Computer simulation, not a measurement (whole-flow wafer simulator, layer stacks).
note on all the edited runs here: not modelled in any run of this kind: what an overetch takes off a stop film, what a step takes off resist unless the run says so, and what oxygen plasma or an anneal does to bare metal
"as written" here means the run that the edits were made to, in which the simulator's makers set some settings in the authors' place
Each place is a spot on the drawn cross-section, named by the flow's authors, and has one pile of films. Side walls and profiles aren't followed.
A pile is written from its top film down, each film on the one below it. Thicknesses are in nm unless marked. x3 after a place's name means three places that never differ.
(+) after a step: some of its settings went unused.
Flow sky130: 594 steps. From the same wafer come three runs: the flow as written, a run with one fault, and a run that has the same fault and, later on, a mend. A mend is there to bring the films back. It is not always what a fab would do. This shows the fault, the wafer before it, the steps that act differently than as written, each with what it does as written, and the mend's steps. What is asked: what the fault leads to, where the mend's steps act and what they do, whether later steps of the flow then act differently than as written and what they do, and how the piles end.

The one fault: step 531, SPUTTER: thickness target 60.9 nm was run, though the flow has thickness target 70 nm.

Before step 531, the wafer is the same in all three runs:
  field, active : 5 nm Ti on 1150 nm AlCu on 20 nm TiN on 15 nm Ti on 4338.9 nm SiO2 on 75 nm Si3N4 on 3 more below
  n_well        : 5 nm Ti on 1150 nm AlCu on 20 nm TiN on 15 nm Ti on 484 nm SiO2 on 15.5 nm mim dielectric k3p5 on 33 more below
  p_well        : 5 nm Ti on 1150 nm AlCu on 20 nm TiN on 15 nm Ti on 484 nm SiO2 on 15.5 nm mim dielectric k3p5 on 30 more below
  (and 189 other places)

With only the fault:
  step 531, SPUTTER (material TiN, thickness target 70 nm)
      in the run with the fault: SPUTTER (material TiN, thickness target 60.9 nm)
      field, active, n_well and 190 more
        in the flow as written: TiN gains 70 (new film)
        in the run with the fault: TiN gains 60.9 (new film)
  Later steps of the flow acting differently than as written (21 other steps are not shown; they differ only slightly, by no more than 2% or 0.5 nm, whichever is larger):
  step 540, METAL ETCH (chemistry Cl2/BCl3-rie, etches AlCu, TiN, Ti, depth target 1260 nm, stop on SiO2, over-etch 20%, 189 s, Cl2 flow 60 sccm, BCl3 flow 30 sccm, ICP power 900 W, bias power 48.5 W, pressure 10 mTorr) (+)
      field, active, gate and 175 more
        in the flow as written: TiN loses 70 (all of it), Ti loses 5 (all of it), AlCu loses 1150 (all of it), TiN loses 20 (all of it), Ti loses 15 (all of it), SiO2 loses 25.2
        in the run with the fault: TiN loses 60.9 (all of it), Ti loses 5 (all of it), AlCu loses 1150 (all of it), TiN loses 20 (all of it), Ti loses 15 (all of it), SiO2 loses 26.1
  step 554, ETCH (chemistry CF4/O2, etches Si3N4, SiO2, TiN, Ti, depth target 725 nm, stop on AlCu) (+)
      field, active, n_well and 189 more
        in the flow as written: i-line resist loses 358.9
        in the run with the fault: i-line resist loses 349.8
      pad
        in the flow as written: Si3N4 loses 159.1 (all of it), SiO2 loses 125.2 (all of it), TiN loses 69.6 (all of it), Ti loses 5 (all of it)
        in the run with the fault: Si3N4 loses 159.1 (all of it), SiO2 loses 125.2 (all of it), TiN loses 60.5 (all of it), Ti loses 5 (all of it)
  The piles end different from the flow's at n_well, p_well, sd_n and 11 more by more than 2% or 0.5 nm, whichever is larger.
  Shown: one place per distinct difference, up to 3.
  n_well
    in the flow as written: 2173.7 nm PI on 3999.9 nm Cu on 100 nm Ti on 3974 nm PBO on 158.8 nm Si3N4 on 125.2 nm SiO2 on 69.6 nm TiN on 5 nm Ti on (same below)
    in the run with the fault: 2174.7 nm PI on 3999.9 nm Cu on 100 nm Ti on 3980.6 nm PBO on 158.8 nm Si3N4 on 125.2 nm SiO2 on 60.5 nm TiN on 5 nm Ti on (same below)
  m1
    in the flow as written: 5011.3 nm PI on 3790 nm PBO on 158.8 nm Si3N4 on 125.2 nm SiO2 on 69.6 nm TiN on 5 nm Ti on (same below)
    in the run with the fault: 5011.8 nm PI on 3797.6 nm PBO on 158.8 nm Si3N4 on 125.2 nm SiO2 on 60.5 nm TiN on 5 nm Ti on (same below)
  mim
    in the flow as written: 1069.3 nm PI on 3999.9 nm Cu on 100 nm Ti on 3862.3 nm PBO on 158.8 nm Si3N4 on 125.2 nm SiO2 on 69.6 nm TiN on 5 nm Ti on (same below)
    in the run with the fault: 1070.2 nm PI on 3999.9 nm Cu on 100 nm Ti on 3869.3 nm PBO on 158.8 nm Si3N4 on 125.2 nm SiO2 on 60.5 nm TiN on 5 nm Ti on (same below)

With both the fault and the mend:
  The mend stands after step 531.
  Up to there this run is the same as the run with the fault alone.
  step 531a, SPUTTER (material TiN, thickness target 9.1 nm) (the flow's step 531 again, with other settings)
      field, active, n_well and 190 more
        TiN gains 9.1
  None of the later steps of the flow acts differently than as written at any place that is followed.
  The piles end the same as the flow's at every place that both follow.
